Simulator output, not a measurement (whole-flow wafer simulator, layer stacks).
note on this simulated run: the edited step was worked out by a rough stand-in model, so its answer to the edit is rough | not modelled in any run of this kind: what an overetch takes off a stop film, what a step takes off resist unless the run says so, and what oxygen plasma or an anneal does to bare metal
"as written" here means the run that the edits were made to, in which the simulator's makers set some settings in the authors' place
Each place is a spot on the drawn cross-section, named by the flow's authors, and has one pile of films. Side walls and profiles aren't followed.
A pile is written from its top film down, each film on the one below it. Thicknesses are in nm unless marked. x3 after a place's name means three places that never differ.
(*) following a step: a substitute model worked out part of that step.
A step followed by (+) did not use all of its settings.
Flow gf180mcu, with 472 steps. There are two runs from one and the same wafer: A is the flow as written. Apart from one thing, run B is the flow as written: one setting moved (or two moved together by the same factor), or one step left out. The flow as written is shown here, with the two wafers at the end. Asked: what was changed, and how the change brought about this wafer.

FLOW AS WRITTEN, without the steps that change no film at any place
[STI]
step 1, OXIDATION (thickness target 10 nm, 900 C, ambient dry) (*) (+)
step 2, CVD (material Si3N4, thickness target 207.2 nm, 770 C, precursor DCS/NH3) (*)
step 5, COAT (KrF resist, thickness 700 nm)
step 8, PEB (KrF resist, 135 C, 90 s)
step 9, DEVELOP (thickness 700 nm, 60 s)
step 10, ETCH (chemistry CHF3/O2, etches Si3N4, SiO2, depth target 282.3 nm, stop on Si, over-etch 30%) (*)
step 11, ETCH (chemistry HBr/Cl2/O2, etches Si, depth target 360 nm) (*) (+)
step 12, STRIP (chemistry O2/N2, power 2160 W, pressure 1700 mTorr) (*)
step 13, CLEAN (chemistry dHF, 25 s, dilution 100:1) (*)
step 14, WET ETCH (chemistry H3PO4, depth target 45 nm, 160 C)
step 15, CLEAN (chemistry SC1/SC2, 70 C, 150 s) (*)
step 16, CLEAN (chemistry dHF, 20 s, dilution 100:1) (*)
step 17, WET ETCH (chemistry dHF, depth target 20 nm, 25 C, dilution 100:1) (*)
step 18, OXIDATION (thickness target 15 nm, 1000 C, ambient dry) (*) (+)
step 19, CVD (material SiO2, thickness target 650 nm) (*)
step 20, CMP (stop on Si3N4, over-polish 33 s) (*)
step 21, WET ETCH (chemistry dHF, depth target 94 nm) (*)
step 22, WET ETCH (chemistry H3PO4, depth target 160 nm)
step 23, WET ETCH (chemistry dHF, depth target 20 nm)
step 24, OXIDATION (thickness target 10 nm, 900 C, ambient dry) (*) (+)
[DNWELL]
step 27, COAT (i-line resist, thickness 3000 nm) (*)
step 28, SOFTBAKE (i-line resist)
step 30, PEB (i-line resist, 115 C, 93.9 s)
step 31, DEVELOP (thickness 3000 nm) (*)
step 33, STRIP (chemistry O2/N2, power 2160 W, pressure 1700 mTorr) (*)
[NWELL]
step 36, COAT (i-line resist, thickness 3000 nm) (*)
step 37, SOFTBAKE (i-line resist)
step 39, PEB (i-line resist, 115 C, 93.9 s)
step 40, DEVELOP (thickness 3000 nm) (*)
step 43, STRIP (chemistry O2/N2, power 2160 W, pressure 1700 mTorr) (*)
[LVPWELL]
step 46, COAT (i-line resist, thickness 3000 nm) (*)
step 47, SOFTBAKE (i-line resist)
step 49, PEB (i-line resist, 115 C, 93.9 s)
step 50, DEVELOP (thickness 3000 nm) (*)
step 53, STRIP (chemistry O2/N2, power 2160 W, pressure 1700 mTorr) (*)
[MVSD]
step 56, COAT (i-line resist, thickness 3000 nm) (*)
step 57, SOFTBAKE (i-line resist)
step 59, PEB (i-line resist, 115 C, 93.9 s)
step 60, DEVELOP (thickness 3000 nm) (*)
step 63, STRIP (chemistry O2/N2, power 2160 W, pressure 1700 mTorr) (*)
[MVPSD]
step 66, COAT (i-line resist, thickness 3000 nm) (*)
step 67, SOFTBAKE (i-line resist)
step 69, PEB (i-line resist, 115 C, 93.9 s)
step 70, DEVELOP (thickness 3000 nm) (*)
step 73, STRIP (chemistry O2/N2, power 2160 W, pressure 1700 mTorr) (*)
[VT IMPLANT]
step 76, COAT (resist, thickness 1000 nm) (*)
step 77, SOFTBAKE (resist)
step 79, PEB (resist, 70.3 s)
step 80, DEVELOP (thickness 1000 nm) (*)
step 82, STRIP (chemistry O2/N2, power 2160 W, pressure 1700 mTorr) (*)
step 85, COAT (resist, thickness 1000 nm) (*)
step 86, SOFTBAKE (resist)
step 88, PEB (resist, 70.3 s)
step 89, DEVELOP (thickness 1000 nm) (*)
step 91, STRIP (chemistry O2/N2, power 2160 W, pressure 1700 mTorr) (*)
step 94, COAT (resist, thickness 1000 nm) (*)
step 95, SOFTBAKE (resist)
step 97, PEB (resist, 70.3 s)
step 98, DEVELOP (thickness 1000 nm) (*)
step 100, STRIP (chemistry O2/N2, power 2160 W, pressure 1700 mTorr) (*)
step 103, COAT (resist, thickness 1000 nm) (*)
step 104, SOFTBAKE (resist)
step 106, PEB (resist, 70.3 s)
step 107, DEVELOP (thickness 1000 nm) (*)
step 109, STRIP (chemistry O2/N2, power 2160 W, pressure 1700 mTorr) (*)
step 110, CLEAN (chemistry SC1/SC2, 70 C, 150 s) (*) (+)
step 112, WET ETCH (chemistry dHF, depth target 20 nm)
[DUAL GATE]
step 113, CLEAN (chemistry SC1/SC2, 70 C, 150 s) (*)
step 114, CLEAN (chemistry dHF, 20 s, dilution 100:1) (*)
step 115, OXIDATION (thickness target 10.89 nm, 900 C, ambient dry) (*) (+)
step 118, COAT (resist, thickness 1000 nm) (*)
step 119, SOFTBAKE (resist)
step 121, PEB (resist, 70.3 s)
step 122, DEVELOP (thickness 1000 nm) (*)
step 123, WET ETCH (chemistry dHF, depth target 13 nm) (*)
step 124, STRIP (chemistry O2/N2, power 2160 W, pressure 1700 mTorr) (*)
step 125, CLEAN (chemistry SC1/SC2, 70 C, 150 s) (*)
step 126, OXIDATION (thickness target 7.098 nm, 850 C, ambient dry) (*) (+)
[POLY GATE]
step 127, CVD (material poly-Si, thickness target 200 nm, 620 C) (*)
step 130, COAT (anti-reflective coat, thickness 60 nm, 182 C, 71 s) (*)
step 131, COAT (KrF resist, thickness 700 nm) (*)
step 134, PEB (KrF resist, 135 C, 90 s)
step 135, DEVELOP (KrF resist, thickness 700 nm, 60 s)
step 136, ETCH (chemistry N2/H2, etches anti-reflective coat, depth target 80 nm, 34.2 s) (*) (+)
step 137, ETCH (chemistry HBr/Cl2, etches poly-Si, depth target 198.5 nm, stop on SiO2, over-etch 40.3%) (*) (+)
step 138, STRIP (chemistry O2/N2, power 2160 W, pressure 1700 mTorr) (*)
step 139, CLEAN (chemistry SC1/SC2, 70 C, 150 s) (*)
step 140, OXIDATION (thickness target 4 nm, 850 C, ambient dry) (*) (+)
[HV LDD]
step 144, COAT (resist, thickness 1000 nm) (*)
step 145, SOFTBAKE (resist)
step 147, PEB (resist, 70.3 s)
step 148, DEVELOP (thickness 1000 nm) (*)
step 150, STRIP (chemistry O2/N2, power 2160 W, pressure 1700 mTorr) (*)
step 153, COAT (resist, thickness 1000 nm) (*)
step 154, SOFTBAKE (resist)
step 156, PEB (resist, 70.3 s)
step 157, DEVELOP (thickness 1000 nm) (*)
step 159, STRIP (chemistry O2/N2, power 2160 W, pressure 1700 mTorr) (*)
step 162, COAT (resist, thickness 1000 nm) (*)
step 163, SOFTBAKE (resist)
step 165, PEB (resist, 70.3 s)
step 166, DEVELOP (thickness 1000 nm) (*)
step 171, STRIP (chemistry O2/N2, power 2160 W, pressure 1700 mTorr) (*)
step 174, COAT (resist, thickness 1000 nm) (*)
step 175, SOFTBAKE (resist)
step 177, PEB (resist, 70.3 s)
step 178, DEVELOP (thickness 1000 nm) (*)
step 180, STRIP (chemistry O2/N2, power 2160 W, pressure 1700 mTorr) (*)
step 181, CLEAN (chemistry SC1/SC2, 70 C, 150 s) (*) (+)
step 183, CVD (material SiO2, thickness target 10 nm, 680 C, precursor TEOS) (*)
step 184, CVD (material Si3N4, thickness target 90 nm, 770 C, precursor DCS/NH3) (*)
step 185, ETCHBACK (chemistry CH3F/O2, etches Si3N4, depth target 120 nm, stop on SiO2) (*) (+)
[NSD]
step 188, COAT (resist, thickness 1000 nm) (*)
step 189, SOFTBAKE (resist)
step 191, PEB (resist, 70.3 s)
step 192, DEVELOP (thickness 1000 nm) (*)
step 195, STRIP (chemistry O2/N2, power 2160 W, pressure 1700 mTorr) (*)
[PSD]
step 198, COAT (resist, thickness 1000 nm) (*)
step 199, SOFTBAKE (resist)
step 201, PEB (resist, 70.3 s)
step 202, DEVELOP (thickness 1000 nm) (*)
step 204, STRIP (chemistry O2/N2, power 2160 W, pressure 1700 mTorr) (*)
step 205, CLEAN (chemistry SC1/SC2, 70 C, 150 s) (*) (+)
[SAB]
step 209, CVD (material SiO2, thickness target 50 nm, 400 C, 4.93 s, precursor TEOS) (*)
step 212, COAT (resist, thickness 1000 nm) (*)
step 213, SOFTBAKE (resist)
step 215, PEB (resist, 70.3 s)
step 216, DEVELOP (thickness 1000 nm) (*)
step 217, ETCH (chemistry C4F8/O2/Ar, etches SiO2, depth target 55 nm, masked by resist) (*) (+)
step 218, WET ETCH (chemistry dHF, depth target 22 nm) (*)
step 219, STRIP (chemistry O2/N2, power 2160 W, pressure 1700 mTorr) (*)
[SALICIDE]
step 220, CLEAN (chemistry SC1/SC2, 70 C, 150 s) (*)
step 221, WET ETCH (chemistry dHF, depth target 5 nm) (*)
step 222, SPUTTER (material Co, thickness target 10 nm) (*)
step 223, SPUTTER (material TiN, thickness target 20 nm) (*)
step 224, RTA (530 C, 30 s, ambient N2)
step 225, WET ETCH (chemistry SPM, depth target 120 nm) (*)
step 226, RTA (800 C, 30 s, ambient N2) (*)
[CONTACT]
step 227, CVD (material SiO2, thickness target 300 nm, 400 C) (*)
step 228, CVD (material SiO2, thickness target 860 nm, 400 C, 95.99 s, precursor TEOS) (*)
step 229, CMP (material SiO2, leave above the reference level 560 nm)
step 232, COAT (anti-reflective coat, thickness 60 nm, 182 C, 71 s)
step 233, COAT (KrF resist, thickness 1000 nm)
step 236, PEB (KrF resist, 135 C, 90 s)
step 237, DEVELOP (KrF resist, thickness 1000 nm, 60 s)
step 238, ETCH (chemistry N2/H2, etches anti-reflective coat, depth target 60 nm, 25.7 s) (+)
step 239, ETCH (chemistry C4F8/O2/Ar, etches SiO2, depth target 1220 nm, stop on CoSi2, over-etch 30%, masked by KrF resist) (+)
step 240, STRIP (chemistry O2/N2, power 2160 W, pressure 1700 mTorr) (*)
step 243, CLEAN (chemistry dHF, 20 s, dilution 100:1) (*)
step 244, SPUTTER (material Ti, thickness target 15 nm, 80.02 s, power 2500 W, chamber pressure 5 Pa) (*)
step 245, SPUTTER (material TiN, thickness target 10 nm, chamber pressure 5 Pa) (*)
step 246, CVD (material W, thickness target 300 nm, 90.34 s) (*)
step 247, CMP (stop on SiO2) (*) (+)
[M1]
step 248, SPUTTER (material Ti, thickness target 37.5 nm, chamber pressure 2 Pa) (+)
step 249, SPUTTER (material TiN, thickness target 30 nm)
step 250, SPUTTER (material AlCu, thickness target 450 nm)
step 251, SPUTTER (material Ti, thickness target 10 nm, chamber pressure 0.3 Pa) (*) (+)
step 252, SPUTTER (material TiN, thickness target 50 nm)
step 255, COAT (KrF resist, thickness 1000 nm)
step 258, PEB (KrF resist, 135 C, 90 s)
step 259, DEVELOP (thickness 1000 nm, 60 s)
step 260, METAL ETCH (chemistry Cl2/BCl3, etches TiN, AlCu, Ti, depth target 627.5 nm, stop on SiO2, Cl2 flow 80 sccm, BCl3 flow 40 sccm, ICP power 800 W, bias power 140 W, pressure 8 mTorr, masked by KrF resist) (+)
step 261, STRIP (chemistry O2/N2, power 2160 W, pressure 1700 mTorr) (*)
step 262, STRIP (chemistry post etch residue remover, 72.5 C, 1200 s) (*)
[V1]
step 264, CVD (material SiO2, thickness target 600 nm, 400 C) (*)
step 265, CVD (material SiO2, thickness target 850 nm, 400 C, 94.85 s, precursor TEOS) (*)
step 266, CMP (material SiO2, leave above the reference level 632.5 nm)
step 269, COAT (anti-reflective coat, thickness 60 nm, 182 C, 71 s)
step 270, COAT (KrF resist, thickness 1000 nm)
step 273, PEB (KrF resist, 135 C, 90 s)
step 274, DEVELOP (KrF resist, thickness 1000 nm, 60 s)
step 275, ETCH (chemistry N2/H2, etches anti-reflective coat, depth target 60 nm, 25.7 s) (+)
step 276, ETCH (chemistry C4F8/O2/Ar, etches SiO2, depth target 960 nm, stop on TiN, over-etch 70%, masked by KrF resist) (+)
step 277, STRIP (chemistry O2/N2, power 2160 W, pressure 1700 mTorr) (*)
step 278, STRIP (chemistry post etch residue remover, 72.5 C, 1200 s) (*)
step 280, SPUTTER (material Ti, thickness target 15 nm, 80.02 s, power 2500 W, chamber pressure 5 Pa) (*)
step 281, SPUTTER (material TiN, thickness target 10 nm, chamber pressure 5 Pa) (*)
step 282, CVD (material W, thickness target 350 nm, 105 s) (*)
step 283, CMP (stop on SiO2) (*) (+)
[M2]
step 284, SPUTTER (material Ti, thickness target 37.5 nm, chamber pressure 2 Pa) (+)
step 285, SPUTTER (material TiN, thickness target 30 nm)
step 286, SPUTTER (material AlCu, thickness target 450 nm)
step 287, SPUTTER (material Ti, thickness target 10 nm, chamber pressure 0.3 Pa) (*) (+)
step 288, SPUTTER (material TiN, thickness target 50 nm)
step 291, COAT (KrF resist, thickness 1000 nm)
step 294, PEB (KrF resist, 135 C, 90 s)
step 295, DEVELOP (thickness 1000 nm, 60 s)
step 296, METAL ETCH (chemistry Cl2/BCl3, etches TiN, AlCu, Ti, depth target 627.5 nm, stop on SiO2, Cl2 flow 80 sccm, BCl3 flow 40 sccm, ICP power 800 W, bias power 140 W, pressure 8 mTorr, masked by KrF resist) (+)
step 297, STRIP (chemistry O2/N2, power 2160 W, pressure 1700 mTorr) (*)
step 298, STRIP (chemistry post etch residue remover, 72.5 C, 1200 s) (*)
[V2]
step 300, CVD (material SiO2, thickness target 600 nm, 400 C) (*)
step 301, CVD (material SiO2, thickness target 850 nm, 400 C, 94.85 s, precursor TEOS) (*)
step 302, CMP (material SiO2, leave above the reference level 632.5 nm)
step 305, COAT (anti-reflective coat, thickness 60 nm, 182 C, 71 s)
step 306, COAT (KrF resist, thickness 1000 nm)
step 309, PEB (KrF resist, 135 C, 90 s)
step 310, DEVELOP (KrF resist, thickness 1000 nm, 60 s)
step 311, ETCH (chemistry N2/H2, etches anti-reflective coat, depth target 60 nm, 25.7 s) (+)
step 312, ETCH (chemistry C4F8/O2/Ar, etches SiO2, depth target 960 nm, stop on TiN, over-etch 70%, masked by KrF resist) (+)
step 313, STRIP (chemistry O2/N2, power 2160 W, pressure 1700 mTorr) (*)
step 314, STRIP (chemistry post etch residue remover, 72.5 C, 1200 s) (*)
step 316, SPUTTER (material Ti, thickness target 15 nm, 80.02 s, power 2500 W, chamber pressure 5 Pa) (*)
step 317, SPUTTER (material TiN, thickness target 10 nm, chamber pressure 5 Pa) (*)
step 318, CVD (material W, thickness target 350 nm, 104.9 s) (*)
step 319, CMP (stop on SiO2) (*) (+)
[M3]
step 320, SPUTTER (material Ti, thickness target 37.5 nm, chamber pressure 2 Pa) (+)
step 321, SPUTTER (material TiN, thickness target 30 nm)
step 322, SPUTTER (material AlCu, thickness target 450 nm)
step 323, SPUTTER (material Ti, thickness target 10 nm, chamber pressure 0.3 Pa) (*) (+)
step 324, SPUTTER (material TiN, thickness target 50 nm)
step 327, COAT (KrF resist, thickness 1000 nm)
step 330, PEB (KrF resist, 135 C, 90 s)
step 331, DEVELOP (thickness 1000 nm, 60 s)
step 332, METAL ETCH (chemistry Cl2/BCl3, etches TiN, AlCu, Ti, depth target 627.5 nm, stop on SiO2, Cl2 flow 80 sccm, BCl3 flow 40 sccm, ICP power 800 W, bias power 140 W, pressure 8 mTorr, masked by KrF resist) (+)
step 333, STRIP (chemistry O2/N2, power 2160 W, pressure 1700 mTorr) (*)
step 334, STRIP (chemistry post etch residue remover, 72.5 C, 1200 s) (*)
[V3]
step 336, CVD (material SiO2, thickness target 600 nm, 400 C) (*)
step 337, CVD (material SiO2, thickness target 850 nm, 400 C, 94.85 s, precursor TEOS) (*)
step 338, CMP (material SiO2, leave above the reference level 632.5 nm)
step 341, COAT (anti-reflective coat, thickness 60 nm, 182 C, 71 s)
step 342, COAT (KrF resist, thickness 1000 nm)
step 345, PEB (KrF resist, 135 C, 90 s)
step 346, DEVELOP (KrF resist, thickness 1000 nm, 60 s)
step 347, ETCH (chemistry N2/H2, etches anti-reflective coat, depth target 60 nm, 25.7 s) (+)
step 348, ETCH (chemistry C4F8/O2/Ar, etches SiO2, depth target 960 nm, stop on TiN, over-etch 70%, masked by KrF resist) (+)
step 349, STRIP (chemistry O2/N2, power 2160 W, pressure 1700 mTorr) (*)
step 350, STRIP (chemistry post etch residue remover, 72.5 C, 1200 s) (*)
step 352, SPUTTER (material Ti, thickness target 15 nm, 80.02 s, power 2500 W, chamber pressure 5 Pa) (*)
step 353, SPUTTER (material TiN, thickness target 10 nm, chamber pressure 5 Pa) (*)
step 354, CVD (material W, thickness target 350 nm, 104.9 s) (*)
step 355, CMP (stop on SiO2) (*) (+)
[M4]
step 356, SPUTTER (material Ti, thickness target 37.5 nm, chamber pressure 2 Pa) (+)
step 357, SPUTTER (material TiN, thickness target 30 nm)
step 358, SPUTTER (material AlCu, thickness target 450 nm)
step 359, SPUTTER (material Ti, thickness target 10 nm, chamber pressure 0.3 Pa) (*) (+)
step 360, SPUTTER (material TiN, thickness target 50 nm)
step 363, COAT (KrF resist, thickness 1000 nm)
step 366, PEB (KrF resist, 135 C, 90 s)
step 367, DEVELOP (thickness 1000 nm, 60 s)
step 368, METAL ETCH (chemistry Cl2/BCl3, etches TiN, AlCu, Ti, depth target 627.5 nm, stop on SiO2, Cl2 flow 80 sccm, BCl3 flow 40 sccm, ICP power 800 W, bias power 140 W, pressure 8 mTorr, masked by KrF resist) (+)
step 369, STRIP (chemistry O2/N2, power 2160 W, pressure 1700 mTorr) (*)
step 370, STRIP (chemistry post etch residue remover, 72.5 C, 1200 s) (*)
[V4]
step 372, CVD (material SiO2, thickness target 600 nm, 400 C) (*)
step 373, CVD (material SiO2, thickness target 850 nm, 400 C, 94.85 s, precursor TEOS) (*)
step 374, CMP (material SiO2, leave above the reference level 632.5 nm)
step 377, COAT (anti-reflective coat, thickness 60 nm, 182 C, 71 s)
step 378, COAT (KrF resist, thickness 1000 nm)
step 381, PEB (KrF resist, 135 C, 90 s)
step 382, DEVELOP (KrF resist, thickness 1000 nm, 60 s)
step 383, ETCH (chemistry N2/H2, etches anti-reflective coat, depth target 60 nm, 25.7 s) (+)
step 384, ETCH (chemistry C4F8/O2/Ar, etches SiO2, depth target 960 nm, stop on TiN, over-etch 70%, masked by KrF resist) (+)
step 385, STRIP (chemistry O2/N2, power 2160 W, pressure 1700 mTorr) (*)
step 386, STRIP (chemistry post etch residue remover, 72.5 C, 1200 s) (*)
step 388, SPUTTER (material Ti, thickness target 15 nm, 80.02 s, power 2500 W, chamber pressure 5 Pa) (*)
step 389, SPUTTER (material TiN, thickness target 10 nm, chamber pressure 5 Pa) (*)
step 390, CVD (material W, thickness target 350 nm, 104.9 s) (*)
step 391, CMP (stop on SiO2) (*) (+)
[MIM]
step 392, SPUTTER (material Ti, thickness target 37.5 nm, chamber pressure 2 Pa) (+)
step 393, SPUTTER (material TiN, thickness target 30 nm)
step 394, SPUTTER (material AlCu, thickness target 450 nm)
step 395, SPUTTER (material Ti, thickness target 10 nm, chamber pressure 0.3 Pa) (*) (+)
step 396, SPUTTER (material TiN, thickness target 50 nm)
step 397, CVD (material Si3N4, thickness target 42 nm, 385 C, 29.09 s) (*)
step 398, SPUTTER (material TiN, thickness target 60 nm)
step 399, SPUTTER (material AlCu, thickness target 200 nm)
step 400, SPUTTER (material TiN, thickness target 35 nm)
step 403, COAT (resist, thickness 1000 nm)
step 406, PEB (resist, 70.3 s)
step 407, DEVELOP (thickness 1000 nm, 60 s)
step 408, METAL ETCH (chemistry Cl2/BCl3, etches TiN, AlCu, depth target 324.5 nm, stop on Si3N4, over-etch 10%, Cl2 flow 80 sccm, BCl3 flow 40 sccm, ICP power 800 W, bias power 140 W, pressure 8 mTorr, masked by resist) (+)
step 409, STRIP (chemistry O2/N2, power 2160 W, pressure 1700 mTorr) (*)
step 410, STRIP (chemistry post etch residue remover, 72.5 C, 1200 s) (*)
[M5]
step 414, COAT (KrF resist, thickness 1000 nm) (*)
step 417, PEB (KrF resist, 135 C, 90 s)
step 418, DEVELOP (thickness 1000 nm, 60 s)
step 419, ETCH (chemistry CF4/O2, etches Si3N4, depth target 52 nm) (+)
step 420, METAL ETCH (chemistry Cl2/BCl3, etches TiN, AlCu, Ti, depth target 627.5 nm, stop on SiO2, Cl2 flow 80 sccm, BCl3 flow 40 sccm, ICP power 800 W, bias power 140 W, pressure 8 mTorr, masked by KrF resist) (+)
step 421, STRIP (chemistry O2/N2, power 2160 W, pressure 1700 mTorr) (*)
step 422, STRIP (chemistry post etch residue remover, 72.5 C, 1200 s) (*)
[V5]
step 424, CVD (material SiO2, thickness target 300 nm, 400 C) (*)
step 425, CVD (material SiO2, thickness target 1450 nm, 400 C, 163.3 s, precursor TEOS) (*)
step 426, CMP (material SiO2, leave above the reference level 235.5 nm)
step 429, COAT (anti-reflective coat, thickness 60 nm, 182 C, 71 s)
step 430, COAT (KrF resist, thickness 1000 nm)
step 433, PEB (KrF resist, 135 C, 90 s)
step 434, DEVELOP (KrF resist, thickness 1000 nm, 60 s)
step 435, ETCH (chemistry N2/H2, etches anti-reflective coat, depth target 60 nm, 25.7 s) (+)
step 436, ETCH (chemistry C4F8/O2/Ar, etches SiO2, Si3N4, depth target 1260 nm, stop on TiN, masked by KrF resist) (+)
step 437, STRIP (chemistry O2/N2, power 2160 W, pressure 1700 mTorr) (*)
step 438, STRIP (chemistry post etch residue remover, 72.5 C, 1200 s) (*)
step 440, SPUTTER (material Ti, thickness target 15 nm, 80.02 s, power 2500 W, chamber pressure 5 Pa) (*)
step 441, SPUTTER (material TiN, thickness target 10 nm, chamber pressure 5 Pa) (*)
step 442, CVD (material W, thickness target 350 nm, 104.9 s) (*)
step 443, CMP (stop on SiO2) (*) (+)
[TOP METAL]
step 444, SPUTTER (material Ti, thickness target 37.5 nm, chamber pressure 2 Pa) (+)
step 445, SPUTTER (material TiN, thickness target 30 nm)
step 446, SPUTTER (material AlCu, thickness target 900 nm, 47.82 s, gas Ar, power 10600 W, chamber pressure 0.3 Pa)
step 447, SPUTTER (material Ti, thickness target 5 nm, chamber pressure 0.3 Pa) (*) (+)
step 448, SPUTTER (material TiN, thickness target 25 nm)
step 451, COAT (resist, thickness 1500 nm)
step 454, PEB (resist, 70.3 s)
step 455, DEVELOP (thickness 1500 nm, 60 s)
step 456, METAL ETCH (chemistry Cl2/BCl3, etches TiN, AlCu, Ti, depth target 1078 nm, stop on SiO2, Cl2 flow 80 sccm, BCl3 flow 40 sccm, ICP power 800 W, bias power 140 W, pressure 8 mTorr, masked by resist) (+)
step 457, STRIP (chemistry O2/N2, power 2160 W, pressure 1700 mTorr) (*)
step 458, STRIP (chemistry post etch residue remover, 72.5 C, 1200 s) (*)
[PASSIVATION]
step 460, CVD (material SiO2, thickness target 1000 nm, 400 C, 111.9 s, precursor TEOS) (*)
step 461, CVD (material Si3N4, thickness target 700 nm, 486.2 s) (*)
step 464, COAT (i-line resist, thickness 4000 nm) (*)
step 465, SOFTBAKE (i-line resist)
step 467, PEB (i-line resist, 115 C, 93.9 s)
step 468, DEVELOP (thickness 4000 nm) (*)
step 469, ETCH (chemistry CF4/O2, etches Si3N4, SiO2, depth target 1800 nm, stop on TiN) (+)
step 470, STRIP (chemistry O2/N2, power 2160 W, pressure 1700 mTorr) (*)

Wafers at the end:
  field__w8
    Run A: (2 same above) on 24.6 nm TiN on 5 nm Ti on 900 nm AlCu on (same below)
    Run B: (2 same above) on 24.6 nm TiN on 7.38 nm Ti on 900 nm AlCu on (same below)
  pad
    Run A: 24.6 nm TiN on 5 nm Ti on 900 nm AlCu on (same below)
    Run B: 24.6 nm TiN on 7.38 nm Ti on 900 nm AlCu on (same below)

What caused this: step 447, SPUTTER: thickness target 7.38 nm was run, though the flow has thickness target 5 nm.
The wafer itself shows it: field__w8 has Ti 7.38, and step 447 as written asks for 5 nm.

Step by step, how the change led to this:
  step 447, SPUTTER (material Ti, thickness target 5 nm, chamber pressure 0.3 Pa) (*) (+)
      field, field__w1, field__w2 and 109 more: A Ti gains 5 (new film) | B Ti gains 7.38 (new film)
  step 456, METAL ETCH (chemistry Cl2/BCl3, etches TiN, AlCu, Ti, depth target 1078 nm, stop on SiO2, Cl2 flow 80 sccm, BCl3 flow 40 sccm, ICP power 800 W, bias power 140 W, pressure 8 mTorr, masked by resist) (+)
      field, field__w1, field__w2 and 103 more: A TiN loses 25 (all of it), Ti loses 5 (all of it), AlCu loses 900 (all of it), TiN loses 30 (all of it), Ti loses 37.5 (all of it) | B TiN loses 25 (all of it), Ti loses 7.38 (all of it), AlCu loses 900 (all of it), TiN loses 30 (all of it), Ti loses 37.5 (all of it)
